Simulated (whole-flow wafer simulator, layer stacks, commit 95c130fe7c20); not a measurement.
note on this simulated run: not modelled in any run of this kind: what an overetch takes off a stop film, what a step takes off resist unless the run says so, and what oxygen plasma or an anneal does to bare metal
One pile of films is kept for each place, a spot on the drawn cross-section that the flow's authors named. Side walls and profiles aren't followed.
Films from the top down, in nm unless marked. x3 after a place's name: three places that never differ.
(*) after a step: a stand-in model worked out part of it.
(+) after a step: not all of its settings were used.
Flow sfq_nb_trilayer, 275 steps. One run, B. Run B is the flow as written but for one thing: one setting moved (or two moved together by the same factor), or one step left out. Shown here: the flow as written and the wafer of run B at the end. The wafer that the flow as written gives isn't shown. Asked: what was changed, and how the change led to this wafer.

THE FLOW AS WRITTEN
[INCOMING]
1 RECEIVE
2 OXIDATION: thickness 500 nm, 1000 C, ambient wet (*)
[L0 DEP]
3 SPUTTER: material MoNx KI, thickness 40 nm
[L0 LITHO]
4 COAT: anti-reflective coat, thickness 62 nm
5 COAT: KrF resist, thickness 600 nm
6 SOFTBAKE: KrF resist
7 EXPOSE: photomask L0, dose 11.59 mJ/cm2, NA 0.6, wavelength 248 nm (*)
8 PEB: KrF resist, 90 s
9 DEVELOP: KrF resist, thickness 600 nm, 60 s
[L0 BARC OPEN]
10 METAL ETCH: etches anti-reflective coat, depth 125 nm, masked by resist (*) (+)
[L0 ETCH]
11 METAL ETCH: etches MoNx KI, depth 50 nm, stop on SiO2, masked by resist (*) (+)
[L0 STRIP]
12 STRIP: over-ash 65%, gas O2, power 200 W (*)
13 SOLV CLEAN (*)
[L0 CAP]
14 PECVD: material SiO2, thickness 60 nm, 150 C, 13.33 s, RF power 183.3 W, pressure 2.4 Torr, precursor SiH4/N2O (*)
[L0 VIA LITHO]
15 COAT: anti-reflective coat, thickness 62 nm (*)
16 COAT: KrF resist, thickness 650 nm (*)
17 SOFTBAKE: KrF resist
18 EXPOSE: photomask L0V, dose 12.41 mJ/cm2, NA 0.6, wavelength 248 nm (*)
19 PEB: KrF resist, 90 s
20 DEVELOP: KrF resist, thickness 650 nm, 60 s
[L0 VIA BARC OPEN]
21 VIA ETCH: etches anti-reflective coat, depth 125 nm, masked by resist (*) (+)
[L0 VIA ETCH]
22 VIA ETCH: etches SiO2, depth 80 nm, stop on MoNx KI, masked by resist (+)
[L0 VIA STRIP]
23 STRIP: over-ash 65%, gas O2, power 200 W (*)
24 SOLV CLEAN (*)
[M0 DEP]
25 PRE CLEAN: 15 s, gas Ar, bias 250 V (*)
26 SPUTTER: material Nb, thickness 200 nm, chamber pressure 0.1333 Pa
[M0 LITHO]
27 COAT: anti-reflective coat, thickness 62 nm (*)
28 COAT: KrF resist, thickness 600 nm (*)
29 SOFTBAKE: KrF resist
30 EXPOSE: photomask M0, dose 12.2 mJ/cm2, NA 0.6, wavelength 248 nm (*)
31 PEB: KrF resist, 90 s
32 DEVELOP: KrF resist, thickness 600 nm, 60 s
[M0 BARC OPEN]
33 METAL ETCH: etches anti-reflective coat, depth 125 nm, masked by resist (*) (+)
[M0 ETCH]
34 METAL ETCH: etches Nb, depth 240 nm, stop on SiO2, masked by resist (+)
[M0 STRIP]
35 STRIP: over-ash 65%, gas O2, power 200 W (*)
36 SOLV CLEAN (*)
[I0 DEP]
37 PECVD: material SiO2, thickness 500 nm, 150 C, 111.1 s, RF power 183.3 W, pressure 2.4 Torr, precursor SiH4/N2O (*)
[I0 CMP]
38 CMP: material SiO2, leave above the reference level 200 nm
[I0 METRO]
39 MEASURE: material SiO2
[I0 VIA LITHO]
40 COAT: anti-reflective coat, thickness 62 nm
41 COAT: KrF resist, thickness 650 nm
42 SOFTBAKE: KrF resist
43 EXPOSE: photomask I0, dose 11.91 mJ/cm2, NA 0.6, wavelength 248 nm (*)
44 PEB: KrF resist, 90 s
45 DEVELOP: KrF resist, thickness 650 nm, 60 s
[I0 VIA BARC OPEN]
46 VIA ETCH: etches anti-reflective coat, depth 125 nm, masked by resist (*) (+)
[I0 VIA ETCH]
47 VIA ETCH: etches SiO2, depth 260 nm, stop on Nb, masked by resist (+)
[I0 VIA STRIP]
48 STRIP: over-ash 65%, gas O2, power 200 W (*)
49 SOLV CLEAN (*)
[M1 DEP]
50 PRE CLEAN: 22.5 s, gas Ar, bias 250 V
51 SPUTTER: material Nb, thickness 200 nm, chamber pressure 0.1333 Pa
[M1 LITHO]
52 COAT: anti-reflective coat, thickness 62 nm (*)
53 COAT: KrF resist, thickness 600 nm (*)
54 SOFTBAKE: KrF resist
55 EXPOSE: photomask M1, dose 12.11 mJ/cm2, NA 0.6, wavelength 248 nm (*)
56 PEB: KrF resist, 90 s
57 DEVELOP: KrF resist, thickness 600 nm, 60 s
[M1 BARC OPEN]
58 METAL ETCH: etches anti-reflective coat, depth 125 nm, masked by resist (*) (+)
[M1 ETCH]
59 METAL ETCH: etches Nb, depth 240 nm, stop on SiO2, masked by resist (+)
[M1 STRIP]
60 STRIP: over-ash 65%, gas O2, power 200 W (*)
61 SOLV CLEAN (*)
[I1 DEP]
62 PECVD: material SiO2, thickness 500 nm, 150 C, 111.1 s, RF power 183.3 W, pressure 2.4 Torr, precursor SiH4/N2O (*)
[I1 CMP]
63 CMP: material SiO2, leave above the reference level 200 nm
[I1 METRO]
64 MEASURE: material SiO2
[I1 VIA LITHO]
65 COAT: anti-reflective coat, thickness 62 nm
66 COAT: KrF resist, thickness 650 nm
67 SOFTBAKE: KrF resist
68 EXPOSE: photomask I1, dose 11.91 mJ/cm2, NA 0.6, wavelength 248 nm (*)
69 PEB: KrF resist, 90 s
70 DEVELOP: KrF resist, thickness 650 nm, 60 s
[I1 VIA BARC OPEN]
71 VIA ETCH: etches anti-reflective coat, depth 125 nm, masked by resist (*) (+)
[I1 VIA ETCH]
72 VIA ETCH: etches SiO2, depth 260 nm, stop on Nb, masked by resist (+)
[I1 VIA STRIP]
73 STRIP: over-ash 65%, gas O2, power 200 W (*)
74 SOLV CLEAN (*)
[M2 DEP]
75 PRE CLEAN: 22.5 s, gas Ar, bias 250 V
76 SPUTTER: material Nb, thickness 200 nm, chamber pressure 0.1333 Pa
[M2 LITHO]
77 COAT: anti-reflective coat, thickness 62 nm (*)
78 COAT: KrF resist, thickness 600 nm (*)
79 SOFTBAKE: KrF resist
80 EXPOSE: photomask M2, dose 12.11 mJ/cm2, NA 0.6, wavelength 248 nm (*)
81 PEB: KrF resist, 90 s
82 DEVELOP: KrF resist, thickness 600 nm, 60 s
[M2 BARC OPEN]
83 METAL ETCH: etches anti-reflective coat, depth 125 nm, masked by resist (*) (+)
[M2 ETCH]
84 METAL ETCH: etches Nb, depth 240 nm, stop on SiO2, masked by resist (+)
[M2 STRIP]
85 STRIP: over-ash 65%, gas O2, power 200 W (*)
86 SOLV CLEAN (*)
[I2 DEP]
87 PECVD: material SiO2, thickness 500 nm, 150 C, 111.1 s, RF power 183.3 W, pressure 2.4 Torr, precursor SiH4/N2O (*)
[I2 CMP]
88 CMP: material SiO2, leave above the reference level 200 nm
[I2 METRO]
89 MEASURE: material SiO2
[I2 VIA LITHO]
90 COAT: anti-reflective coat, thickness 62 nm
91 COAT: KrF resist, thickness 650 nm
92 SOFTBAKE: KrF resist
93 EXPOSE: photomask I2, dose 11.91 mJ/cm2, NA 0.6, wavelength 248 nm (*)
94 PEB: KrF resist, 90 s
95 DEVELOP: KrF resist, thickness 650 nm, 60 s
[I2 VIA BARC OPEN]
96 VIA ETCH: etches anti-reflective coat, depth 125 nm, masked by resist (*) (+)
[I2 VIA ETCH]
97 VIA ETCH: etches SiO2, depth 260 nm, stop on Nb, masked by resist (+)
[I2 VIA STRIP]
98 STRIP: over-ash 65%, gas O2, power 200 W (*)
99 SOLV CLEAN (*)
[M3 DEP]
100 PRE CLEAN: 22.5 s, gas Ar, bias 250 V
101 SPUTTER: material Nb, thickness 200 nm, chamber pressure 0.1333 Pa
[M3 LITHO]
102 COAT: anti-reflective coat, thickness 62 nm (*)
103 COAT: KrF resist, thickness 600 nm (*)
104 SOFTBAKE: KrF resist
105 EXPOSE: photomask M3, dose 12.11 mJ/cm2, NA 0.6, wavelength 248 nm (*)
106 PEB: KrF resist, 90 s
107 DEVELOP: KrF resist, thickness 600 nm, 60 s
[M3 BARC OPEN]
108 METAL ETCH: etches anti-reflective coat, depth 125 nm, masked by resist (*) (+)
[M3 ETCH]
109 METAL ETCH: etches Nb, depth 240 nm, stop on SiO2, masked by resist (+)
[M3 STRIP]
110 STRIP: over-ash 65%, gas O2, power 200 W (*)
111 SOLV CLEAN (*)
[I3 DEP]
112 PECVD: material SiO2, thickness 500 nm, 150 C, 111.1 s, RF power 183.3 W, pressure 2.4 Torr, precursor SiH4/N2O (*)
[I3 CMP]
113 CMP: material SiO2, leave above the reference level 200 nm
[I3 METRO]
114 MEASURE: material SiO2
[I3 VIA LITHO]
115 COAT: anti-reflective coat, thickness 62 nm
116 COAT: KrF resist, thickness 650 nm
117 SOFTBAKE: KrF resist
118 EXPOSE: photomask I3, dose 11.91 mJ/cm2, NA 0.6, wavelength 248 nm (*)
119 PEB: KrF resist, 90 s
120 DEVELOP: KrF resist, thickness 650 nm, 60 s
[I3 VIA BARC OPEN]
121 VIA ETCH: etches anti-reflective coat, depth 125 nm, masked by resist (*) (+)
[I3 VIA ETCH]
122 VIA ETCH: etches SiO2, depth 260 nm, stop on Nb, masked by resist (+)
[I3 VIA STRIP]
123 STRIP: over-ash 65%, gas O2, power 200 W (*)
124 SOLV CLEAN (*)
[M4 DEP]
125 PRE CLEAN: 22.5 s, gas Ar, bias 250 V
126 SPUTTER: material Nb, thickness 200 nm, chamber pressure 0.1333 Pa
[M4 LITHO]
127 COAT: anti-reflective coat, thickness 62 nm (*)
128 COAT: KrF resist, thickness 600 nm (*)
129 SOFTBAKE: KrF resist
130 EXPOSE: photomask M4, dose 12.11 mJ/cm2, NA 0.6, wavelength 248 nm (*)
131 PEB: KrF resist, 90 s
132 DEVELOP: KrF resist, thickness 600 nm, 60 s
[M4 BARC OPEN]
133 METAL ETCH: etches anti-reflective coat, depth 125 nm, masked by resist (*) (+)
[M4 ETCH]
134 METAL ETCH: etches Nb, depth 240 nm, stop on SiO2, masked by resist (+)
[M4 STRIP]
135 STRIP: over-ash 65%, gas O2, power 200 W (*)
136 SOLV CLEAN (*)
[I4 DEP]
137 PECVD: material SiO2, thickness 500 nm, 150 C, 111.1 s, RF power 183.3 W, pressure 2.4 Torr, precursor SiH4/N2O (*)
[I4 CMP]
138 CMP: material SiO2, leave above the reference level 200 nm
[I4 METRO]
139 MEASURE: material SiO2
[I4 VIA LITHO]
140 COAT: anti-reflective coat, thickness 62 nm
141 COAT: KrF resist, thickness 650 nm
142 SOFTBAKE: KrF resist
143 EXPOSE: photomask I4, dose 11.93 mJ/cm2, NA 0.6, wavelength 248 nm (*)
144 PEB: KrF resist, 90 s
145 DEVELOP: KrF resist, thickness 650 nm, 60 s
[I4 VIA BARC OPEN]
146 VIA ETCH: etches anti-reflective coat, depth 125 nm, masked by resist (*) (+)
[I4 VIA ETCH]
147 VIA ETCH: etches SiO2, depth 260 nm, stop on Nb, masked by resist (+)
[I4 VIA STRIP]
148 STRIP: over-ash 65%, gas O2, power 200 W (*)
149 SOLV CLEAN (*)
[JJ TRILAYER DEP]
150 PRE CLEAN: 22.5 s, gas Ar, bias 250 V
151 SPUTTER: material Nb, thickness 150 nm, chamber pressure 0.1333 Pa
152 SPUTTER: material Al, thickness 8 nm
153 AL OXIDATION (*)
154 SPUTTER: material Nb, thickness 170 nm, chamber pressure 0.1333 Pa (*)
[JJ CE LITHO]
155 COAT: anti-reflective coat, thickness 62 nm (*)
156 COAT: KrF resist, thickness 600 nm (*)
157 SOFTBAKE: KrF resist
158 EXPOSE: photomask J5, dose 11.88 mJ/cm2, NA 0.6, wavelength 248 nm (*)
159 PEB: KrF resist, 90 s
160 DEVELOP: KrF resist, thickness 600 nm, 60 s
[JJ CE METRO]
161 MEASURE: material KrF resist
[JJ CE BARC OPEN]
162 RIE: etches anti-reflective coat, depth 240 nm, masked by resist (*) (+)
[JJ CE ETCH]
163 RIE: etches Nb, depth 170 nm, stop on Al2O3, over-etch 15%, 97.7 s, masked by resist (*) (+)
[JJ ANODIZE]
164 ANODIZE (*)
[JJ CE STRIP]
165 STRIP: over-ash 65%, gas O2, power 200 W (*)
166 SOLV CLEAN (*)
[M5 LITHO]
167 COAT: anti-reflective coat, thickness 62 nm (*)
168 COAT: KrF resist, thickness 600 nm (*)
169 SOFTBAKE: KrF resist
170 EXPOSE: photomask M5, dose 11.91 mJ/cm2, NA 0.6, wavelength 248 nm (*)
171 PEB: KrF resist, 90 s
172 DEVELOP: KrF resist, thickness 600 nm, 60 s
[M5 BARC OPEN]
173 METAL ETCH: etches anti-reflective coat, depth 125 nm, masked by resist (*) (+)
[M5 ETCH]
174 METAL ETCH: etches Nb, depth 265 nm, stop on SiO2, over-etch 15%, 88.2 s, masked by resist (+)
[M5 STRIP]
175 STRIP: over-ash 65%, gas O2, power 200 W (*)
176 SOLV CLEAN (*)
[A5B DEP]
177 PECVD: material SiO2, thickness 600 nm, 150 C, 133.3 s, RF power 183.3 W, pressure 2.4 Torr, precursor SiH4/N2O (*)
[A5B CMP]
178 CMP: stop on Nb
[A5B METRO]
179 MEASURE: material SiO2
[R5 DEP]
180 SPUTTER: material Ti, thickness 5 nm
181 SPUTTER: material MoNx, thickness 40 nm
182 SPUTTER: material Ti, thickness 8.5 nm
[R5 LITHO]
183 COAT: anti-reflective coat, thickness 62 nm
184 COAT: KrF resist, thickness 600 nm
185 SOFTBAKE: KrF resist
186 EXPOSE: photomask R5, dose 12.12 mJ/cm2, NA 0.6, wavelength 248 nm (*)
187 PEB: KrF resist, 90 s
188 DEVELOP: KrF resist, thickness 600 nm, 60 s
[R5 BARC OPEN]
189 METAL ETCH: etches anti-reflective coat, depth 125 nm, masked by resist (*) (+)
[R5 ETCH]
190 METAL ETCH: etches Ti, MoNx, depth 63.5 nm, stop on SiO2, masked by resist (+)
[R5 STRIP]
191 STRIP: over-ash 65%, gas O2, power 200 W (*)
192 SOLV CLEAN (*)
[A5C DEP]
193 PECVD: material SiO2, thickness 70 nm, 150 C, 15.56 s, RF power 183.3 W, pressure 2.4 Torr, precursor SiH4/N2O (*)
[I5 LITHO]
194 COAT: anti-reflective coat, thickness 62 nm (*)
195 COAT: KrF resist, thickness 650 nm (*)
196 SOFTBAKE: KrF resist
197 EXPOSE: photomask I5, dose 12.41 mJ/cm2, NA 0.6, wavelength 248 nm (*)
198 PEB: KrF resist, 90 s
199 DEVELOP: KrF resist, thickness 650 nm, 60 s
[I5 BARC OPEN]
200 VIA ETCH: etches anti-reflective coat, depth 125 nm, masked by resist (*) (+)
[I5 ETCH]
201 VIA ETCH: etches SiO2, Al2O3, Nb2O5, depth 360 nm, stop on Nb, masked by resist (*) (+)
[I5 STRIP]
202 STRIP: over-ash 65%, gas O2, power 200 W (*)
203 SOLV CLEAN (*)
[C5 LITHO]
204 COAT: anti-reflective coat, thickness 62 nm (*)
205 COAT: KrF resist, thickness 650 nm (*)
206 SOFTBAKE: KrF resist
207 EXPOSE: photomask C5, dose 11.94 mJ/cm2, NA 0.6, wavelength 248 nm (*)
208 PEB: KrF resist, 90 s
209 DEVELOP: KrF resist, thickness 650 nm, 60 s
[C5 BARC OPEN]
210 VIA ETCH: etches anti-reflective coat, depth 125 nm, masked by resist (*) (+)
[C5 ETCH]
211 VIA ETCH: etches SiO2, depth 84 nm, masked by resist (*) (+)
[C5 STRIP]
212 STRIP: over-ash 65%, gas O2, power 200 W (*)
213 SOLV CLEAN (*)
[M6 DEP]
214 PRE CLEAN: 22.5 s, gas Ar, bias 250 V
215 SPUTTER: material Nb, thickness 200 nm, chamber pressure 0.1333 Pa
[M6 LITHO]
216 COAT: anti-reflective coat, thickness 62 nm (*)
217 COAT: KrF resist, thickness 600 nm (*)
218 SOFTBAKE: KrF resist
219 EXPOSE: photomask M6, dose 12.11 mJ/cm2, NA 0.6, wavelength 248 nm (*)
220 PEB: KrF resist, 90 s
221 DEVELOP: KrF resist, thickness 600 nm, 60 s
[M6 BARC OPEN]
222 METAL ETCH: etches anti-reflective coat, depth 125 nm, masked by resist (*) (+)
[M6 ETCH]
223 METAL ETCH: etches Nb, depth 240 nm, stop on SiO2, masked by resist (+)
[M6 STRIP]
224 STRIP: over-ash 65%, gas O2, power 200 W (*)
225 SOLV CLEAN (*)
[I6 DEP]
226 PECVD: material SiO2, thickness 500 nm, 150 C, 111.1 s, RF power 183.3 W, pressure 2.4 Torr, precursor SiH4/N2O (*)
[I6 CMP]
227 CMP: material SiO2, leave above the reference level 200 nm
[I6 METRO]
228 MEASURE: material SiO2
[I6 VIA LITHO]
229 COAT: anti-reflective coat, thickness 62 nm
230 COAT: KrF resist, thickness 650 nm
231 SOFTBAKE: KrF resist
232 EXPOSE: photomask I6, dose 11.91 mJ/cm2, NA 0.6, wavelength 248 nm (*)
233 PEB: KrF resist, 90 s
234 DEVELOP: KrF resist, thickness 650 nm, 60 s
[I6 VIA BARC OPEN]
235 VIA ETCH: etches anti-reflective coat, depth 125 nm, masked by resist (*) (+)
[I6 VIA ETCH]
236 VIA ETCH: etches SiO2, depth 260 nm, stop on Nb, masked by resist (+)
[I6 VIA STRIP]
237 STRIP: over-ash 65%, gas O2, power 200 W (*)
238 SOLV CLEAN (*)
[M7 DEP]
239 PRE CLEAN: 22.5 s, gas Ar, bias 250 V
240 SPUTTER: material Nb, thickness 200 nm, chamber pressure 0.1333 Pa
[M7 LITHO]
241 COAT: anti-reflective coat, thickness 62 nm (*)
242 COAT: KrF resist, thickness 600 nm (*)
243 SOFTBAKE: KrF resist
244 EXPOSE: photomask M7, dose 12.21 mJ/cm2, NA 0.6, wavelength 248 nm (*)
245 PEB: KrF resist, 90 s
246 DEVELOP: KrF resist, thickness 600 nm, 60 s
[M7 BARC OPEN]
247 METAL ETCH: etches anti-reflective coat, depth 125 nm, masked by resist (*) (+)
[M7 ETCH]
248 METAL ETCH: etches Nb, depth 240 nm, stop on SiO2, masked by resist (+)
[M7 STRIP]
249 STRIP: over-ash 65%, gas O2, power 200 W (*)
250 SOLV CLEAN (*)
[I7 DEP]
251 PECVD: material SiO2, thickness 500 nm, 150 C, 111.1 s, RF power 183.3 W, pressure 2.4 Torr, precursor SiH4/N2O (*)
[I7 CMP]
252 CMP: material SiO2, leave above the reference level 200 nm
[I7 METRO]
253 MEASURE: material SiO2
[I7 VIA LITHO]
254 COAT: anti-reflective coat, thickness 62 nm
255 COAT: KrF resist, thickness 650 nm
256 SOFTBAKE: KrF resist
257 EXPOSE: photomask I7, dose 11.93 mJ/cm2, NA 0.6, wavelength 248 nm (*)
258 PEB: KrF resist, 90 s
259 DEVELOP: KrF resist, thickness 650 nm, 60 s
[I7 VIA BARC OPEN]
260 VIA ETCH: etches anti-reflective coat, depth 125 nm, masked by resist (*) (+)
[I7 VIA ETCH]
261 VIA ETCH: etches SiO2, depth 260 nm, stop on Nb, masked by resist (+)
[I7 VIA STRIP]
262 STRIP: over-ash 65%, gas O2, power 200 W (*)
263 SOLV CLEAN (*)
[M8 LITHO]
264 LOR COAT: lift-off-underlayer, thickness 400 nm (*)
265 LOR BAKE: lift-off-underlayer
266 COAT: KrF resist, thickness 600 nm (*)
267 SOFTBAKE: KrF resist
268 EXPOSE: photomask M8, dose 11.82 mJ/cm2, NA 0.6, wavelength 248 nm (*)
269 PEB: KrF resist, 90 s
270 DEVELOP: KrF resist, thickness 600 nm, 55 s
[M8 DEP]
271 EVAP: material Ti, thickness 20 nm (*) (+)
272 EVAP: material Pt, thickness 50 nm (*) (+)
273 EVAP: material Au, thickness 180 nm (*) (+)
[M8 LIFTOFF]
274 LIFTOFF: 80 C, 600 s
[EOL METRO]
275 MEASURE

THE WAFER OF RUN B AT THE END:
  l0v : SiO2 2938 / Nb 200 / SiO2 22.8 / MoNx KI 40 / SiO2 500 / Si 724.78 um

The cause: step 22, VIA ETCH: depth 32 nm was run, where the flow has depth 80 nm.

How the change led to this, step by step:
  22 VIA ETCH: etches SiO2, depth 80 nm, stop on MoNx KI, masked by resist (+)
      l0v: SiO2 -32 (as written it would be: SiO2 -59.8 (all of it))
      field_l, v_sur, via_wl and 102 more: KrF resist -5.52 (as written it would be: KrF resist -13.8)
  25 PRE CLEAN: 15 s, gas Ar, bias 250 V (*)
      l0v: SiO2 -5 (as written it would be: MoNx KI -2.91)
  26 SPUTTER: material Nb, thickness 200 nm, chamber pressure 0.1333 Pa
      l0v: Nb +200 (new film) (as written it would be: Nb +195.7 (new film))
  27 COAT: anti-reflective coat, thickness 62 nm (*)
      l0_sur: anti-reflective coat +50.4 (new film) (as written it would be: anti-reflective coat +47.5 (new film))
      l0v: anti-reflective coat +70 (new film) (as written it would be: anti-reflective coat +78 (new film))
  28 COAT: KrF resist, thickness 600 nm (*)
      l0v: KrF resist +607 (new film) (as written it would be: KrF resist +622.9 (new film))
  35 STRIP: over-ash 65%, gas O2, power 200 W (*)
      l0_sur: KrF resist -373.5 (all of it), anti-reflective coat -50.4 (all of it) (as written it would be: KrF resist -372 (all of it), anti-reflective coat -47.5 (all of it))
      l0v: KrF resist -389.3 (all of it), anti-reflective coat -70 (all of it) (as written it would be: KrF resist -405.3 (all of it), anti-reflective coat -78 (all of it))
  38 CMP: material SiO2, leave above the reference level 200 nm
      l0v: SiO2 -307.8 (as written it would be: SiO2 -277.8)
Counting metal films that touch as one body, l0v has 2 bodies (between them, from the top down: SiO2 22.8); the flow as written gives 1 body.
